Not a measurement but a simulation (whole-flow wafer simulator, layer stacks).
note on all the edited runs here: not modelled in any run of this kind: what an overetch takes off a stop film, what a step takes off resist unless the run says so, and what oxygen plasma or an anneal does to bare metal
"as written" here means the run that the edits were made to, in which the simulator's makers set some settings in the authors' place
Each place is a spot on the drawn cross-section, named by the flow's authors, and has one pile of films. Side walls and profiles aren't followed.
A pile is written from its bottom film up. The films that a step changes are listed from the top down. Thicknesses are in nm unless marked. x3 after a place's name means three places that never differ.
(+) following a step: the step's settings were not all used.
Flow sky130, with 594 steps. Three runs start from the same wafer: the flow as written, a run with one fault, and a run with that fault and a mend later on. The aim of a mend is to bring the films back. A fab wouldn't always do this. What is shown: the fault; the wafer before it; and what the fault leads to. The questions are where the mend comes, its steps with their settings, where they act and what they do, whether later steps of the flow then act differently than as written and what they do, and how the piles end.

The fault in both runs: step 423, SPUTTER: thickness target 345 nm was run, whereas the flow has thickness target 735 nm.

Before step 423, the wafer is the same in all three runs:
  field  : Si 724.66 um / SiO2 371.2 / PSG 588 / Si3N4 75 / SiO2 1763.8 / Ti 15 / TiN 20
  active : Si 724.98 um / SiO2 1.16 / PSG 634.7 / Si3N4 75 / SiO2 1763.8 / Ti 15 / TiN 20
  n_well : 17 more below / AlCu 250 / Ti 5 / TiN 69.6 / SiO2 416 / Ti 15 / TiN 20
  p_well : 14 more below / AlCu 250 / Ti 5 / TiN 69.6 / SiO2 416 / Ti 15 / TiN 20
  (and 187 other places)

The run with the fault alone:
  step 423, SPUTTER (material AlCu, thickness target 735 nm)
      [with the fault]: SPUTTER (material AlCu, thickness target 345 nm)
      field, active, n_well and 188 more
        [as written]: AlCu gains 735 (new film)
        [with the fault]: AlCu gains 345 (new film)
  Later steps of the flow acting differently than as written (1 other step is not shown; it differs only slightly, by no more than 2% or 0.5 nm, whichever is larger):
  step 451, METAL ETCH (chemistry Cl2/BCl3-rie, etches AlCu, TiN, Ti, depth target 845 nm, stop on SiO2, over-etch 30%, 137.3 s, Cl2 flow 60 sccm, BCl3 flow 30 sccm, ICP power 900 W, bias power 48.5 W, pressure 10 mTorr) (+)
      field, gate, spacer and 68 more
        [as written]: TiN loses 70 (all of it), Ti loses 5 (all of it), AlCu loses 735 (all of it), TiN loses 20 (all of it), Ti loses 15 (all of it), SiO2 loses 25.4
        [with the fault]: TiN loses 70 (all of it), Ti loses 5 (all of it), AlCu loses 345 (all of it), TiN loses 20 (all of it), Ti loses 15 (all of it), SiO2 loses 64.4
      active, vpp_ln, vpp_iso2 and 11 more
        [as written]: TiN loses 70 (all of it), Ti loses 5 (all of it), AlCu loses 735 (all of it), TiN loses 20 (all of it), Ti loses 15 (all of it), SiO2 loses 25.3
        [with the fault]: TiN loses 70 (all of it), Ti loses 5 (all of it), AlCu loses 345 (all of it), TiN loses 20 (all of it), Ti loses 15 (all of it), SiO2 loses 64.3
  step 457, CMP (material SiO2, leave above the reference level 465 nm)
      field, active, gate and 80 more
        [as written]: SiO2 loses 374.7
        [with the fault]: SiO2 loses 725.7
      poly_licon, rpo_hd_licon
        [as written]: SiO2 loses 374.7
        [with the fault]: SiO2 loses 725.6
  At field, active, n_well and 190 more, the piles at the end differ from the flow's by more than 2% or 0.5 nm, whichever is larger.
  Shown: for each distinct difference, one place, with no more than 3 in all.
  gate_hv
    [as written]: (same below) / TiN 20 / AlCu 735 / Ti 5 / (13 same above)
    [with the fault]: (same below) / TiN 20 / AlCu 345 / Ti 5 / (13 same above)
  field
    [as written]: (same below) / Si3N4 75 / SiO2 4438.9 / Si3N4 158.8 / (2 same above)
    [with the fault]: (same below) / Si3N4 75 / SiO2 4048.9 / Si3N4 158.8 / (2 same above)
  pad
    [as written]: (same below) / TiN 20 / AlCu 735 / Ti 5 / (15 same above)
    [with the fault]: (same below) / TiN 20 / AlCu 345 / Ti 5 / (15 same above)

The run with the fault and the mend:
  The mend follows step 423.
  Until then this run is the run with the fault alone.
  step 423a, SPUTTER (material AlCu, thickness target 390 nm) (the flow's step 423, run once more with other settings)
      field, active, n_well and 188 more
        AlCu gains 390
  None of the later steps of the flow acts differently than as written at any place that is followed.
  The piles end the same as the flow's at every place that both follow.
